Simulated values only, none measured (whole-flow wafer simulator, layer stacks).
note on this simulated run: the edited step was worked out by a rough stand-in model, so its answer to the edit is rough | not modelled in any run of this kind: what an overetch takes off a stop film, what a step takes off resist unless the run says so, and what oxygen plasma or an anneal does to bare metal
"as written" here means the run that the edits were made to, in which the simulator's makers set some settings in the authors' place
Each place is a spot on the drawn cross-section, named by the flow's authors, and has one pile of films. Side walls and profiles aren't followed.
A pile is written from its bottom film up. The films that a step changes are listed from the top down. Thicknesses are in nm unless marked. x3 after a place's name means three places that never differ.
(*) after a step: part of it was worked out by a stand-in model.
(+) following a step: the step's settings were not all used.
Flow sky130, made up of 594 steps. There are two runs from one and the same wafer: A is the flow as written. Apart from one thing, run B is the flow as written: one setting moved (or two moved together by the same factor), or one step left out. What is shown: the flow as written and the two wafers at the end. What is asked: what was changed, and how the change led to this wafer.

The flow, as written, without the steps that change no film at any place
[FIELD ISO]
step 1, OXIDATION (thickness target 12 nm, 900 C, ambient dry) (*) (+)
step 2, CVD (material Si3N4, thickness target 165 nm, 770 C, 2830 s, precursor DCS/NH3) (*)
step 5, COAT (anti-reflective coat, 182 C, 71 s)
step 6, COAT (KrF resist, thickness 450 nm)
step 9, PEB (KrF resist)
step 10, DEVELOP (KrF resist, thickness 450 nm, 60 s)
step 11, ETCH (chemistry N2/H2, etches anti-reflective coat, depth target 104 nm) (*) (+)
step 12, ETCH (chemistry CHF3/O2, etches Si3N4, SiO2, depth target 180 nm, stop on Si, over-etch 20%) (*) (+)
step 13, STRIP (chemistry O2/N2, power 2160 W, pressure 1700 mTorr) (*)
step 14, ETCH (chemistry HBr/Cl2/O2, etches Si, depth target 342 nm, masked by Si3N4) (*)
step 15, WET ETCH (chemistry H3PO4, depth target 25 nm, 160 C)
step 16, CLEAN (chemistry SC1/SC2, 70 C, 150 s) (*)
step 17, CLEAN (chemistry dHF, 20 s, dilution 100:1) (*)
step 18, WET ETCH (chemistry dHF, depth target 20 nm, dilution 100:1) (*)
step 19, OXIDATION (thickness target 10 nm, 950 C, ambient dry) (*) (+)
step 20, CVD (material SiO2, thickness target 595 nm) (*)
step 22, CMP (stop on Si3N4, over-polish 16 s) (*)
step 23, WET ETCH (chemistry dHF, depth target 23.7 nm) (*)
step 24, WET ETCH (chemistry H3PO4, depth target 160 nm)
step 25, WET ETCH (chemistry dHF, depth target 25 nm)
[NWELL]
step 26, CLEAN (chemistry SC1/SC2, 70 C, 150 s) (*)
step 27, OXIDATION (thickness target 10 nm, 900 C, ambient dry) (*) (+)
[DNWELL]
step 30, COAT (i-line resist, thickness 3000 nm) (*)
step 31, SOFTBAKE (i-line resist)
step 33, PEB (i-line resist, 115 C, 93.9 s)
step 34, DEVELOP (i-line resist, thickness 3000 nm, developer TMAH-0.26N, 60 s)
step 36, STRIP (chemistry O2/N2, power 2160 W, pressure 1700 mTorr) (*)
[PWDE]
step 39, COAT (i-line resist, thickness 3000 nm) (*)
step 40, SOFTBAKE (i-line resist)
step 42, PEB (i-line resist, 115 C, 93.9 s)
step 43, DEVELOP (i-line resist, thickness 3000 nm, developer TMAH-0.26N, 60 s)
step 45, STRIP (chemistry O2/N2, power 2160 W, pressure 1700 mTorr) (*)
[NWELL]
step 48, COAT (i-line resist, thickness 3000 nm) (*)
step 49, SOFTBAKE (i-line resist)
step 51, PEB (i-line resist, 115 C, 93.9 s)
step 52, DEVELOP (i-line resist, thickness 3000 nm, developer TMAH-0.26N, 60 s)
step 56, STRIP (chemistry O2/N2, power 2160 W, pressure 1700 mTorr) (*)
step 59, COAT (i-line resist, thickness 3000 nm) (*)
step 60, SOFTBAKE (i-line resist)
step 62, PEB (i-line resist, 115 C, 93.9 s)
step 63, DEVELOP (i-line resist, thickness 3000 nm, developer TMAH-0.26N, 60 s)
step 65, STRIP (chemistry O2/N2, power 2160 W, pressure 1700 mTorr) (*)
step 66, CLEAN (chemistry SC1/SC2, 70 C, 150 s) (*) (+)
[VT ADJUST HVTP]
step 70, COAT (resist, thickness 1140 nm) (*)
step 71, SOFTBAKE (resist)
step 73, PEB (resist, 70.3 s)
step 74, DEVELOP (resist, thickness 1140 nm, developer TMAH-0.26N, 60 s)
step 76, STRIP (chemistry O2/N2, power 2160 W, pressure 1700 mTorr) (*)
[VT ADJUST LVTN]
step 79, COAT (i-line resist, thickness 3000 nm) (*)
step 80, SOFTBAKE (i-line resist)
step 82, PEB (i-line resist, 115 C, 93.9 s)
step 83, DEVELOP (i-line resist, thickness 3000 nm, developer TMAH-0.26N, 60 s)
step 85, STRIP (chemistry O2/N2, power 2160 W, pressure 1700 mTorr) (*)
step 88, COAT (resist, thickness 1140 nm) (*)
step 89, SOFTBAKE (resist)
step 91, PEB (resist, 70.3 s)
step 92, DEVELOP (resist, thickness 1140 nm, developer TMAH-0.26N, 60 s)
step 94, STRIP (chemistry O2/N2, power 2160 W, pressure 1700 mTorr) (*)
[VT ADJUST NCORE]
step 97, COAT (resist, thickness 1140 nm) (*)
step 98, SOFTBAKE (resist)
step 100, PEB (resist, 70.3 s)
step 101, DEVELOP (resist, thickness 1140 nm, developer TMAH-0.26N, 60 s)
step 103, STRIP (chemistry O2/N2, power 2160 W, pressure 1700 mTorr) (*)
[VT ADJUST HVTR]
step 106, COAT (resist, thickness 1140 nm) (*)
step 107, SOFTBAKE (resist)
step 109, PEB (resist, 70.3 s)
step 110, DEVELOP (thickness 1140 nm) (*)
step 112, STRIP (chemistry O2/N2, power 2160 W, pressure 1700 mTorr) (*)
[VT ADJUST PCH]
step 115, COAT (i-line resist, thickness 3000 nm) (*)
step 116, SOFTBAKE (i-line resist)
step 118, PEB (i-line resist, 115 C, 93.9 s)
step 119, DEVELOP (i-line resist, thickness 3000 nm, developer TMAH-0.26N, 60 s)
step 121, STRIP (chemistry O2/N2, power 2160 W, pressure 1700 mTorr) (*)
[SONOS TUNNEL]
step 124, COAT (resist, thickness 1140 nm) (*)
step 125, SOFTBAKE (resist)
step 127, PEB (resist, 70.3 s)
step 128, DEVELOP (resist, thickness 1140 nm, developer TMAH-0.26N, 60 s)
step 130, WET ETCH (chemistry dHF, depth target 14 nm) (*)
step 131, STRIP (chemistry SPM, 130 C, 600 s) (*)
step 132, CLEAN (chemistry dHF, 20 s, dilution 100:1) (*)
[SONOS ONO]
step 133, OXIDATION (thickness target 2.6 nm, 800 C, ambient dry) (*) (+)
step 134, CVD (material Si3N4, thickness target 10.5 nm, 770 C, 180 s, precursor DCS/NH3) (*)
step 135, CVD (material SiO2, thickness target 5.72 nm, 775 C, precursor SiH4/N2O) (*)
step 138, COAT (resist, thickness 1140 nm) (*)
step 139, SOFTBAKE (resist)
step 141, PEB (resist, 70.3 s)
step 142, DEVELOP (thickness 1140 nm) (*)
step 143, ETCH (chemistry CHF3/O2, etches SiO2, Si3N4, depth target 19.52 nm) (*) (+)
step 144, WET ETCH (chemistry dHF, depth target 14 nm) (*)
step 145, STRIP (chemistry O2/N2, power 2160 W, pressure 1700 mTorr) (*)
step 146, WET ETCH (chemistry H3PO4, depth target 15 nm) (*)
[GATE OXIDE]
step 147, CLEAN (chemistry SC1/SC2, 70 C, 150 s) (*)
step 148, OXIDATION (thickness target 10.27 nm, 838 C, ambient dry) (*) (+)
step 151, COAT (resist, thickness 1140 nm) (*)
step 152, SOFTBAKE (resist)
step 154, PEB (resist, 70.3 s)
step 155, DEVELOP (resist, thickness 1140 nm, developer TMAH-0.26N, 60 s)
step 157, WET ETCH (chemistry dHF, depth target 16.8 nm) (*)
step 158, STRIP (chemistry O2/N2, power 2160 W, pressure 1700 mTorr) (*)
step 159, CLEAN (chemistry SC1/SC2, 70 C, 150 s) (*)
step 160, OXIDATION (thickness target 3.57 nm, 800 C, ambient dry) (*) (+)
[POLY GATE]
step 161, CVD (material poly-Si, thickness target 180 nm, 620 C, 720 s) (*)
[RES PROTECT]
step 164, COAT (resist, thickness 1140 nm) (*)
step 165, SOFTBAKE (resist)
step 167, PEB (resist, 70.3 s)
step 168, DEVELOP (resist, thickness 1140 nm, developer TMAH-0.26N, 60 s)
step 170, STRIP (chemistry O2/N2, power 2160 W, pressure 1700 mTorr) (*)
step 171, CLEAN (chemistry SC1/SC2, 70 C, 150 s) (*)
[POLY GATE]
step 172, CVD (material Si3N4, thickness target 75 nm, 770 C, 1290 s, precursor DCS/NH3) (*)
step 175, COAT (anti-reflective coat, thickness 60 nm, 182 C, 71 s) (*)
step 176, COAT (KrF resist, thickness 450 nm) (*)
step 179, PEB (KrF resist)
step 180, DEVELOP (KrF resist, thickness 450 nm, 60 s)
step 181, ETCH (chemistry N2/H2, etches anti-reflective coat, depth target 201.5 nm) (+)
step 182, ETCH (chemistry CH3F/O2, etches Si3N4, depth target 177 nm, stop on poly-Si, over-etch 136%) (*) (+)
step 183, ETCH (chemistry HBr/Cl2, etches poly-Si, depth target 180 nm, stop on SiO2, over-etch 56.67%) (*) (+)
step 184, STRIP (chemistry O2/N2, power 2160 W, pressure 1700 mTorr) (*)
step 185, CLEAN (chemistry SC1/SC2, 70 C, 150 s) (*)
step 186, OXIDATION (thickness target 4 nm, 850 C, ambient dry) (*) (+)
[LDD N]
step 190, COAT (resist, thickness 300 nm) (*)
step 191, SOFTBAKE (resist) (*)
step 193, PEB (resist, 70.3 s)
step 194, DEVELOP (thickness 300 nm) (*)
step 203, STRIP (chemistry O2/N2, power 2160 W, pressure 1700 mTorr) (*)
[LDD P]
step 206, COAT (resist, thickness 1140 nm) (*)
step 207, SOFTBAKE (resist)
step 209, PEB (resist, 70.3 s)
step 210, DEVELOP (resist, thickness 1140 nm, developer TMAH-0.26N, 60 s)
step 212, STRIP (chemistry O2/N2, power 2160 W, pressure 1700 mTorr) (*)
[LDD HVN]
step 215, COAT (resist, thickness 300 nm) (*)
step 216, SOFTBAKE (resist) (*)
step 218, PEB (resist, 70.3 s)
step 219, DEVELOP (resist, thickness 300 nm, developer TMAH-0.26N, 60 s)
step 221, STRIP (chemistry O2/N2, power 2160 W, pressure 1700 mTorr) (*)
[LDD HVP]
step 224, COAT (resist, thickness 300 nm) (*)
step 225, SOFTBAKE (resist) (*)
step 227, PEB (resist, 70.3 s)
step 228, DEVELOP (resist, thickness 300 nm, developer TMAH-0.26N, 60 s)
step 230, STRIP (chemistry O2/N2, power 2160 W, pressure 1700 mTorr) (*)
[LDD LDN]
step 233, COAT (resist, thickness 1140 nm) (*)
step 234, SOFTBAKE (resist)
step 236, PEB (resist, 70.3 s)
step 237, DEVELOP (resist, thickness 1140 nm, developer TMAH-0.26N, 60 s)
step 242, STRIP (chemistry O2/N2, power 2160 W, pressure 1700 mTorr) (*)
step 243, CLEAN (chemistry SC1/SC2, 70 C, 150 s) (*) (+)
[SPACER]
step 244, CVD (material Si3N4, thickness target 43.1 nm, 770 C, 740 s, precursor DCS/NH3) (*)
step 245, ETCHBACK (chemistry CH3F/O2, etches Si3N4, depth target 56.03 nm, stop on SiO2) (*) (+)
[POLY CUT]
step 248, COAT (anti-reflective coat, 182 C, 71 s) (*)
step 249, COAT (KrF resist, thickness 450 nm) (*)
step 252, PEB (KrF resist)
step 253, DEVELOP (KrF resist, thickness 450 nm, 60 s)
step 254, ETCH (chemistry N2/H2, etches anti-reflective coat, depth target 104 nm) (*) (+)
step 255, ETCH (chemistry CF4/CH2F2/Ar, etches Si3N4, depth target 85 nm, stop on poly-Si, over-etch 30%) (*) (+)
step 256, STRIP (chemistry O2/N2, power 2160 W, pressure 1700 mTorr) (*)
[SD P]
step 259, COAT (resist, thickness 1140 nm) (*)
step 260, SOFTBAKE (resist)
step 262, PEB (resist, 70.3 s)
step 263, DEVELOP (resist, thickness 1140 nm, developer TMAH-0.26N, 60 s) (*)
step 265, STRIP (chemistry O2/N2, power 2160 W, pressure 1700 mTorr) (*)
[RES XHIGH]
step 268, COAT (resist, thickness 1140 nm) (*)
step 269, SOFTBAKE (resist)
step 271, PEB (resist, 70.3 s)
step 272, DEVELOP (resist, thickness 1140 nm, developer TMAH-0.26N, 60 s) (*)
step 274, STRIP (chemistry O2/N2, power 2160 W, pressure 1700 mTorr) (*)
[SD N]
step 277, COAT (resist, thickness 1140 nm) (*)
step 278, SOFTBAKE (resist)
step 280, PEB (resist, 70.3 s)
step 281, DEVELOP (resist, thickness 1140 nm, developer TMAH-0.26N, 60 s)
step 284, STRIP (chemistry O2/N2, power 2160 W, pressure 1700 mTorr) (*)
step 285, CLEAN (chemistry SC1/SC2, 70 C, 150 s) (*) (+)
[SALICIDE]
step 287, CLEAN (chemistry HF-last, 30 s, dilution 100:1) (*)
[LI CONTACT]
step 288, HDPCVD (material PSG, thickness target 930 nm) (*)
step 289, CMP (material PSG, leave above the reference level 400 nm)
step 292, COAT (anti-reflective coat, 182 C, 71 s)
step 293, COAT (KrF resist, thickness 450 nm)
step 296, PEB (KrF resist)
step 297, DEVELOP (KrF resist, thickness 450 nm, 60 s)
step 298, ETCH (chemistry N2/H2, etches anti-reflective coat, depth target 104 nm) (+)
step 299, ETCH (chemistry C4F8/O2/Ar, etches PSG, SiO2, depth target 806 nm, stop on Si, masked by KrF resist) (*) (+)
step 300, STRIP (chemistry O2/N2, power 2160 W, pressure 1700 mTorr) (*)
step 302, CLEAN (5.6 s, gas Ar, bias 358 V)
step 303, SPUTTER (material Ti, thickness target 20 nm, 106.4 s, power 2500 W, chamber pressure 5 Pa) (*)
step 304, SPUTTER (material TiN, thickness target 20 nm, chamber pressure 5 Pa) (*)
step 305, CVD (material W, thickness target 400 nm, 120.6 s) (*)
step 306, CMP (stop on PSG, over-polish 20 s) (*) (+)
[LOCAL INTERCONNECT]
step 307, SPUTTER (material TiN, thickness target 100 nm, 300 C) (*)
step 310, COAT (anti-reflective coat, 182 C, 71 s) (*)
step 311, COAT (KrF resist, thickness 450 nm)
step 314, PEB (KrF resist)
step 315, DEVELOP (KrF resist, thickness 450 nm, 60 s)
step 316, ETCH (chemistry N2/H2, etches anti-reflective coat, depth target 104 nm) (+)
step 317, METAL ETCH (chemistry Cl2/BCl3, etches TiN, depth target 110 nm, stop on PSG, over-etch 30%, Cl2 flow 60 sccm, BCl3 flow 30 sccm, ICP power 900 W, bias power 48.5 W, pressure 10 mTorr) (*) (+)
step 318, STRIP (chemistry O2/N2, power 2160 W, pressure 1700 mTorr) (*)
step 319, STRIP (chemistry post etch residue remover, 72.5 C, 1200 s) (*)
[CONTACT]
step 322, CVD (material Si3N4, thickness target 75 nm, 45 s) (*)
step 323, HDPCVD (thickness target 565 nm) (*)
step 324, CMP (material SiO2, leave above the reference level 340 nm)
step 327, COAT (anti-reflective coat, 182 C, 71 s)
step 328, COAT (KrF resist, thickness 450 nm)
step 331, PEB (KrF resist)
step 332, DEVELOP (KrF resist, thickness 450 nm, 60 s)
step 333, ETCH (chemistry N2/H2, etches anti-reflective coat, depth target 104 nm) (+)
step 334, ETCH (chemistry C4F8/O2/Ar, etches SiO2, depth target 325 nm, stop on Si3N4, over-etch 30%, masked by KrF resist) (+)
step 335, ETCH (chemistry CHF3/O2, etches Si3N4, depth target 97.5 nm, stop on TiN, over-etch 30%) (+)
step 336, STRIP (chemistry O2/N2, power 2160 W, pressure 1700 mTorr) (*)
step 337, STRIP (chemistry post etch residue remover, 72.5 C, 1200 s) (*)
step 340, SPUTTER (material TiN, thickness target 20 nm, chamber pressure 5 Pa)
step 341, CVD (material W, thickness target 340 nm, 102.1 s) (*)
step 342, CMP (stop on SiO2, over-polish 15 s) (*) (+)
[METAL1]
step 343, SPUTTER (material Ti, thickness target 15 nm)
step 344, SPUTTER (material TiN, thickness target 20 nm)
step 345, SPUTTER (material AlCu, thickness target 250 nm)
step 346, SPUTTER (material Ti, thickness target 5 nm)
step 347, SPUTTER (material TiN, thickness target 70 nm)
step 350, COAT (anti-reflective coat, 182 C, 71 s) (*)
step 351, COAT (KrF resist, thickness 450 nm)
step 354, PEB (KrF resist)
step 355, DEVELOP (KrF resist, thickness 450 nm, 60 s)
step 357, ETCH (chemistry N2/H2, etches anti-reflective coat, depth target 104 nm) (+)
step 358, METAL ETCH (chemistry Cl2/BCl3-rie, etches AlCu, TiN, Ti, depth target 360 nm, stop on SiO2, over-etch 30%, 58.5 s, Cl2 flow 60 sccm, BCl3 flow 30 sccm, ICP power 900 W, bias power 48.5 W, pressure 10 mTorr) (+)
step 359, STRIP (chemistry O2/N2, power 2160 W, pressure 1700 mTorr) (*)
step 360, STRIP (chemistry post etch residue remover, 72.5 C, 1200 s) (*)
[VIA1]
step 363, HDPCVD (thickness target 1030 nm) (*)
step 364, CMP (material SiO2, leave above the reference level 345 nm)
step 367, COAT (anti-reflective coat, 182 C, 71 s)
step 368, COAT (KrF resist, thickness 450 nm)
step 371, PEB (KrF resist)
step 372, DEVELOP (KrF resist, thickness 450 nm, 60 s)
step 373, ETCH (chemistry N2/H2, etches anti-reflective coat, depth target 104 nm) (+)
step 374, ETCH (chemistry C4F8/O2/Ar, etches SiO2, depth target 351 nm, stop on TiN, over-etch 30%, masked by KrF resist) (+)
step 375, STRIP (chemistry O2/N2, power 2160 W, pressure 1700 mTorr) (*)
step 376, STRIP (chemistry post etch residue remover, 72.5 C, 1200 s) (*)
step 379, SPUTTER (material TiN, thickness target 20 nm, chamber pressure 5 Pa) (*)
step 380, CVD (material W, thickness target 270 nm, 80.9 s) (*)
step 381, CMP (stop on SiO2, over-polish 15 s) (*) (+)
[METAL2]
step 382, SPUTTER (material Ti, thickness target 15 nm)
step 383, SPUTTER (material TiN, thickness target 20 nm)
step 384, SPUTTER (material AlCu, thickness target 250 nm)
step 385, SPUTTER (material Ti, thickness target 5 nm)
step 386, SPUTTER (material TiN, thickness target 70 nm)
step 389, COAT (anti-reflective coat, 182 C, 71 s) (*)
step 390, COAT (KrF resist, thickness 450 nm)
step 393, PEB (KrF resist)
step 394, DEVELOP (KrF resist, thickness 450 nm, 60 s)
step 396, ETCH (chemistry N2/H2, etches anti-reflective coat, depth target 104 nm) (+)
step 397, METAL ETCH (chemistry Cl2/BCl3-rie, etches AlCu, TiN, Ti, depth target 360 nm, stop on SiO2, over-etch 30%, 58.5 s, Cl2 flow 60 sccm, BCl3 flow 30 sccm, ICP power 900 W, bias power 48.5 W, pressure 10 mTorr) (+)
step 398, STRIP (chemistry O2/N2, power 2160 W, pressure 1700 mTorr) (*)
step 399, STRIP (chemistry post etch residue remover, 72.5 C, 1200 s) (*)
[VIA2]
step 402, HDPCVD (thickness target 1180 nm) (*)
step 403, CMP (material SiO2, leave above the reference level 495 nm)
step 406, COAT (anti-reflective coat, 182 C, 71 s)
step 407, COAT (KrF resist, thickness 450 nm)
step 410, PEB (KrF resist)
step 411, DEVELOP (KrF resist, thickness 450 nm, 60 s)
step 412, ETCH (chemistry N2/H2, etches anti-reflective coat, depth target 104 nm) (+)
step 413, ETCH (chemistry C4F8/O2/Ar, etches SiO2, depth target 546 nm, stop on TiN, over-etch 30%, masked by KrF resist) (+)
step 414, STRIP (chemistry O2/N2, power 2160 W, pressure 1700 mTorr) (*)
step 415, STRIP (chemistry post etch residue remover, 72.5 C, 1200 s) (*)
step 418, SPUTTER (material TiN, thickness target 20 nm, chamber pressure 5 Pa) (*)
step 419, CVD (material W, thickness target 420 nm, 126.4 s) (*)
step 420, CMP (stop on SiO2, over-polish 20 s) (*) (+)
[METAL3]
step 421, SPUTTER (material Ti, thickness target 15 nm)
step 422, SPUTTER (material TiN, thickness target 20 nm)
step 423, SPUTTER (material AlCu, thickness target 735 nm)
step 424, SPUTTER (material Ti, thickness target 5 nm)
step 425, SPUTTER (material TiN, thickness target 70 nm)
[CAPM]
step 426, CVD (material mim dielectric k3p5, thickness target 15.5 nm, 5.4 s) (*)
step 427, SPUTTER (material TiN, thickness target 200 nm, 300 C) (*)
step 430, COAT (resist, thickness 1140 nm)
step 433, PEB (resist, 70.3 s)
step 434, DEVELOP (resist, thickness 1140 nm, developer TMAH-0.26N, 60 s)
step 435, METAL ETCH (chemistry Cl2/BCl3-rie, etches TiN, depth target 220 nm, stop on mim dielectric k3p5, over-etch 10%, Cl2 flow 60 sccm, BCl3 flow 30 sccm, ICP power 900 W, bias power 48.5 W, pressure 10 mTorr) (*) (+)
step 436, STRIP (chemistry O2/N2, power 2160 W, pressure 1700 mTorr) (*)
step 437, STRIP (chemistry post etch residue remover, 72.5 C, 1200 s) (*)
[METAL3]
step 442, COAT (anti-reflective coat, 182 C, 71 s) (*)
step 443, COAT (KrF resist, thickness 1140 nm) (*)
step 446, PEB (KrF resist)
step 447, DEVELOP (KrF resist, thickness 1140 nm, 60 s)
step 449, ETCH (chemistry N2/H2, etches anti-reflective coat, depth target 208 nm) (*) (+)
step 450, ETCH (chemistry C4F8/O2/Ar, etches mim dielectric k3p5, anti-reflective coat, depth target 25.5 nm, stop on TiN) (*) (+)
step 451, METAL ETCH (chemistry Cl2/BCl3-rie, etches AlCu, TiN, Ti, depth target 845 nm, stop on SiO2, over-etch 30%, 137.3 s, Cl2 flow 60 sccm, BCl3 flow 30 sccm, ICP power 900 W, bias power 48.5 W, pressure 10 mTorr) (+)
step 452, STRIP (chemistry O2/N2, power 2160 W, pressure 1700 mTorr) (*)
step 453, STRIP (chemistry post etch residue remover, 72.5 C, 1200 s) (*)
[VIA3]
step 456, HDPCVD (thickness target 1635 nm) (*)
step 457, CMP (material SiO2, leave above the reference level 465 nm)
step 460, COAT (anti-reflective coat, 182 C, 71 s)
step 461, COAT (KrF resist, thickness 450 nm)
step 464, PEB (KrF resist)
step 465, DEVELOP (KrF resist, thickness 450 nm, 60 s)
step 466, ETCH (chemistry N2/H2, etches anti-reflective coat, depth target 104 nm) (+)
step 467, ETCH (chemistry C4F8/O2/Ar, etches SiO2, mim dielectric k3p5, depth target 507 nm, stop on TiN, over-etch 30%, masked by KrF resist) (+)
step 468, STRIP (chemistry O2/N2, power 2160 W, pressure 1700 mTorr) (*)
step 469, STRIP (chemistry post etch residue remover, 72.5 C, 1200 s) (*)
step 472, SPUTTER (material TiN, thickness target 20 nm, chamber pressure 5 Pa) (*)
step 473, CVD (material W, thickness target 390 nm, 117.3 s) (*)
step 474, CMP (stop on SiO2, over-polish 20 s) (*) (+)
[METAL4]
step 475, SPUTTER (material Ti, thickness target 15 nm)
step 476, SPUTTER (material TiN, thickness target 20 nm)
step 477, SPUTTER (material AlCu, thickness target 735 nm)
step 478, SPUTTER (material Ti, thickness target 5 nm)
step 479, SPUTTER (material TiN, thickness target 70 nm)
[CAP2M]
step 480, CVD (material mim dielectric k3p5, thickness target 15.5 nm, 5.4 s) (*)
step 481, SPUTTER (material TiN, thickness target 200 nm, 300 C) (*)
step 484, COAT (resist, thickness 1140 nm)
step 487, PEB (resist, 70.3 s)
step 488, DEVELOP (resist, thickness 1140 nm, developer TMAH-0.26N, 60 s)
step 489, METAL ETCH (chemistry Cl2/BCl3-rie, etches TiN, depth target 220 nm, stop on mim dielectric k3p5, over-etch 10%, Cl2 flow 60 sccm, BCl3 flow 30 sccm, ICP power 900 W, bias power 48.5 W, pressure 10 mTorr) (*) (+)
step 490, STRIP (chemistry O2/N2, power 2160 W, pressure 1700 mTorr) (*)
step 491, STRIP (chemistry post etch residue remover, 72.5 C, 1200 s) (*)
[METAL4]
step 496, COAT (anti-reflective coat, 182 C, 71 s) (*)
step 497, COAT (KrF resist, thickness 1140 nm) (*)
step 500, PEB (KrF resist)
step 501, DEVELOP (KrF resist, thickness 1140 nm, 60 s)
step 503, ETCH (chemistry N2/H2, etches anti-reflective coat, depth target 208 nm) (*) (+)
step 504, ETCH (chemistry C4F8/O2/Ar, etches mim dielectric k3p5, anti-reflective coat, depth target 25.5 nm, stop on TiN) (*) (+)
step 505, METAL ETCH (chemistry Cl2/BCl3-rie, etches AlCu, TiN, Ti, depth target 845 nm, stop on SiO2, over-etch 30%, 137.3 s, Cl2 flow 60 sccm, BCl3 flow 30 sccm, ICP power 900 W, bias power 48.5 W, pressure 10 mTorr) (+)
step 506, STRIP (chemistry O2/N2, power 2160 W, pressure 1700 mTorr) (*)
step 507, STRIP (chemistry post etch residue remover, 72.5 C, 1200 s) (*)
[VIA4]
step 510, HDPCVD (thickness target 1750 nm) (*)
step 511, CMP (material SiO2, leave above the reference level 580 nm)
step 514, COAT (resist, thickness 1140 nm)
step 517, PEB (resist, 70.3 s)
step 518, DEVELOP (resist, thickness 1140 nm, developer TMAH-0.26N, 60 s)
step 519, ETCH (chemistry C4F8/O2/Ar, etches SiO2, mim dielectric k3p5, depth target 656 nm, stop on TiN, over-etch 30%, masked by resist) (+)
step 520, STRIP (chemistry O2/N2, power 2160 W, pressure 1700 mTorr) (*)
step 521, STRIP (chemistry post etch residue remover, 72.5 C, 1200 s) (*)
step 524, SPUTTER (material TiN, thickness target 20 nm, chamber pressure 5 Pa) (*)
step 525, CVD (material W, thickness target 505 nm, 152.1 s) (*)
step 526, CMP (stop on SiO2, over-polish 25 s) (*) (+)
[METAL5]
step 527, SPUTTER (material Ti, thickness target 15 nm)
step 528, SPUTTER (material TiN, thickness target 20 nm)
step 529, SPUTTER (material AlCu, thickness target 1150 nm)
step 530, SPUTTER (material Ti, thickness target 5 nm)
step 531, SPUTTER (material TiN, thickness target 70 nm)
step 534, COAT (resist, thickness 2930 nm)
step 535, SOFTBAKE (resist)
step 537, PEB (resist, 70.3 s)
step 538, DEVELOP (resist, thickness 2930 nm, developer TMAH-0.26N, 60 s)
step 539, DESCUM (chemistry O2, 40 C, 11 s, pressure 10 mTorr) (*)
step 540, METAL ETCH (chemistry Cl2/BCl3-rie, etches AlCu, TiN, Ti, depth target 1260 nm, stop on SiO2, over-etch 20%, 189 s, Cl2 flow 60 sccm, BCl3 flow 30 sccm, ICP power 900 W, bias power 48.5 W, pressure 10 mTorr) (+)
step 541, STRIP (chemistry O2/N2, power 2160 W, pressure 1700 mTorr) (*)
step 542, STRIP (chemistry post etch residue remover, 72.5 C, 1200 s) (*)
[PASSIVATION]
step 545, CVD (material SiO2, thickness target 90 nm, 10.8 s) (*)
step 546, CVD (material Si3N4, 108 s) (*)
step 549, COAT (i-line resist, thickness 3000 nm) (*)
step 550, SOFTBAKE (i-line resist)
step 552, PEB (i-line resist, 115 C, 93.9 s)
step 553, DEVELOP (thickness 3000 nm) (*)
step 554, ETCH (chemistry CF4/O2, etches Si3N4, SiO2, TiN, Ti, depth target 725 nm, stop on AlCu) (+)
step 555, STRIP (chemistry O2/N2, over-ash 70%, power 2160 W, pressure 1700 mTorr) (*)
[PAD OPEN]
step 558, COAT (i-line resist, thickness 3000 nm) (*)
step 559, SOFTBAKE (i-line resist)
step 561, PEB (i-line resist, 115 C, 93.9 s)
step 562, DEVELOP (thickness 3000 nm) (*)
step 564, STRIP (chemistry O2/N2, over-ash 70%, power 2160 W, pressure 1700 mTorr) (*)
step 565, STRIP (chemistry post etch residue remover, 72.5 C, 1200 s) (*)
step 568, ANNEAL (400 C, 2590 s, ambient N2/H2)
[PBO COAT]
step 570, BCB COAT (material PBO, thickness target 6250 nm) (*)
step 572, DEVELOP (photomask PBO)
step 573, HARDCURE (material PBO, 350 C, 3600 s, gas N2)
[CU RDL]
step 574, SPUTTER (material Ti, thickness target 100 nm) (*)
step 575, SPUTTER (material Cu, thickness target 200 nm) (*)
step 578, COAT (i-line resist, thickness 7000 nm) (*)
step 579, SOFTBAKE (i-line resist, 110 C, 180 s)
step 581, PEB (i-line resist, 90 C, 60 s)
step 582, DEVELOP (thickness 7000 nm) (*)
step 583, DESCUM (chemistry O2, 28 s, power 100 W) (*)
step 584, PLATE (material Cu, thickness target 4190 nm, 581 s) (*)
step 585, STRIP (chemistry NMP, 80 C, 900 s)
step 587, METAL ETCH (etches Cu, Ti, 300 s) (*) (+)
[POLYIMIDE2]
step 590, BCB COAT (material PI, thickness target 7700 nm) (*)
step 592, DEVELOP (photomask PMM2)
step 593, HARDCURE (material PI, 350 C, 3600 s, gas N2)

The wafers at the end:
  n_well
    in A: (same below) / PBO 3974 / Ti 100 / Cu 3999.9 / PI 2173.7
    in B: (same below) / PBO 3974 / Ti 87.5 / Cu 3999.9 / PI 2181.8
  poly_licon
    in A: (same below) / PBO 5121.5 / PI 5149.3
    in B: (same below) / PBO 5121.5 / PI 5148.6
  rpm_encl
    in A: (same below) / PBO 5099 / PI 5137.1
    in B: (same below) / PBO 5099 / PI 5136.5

The reason: step 574, SPUTTER: thickness target 87.5 nm was run, though the flow has thickness target 100 nm.
The wafer lets one read it off: n_well has Ti 87.5, and step 574 as written asks for 100 nm.

Step by step, how the change led to this:
  step 574, SPUTTER (material Ti, thickness target 100 nm) (*)
      field, active, n_well and 190 more: A +100 Ti (new film) | B +87.5 Ti (new film)
  step 587, METAL ETCH (etches Cu, Ti, 300 s) (*) (+)
      field, active, gate and 167 more: A -200 Cu (all of it), -100 Ti (all of it) | B -200 Cu (all of it), -87.5 Ti (all of it)
  step 590, BCB COAT (material PI, thickness target 7700 nm) (*)
      de16_gate_nw: A +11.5 um PI (new film) | B +11.49 um PI (new film)
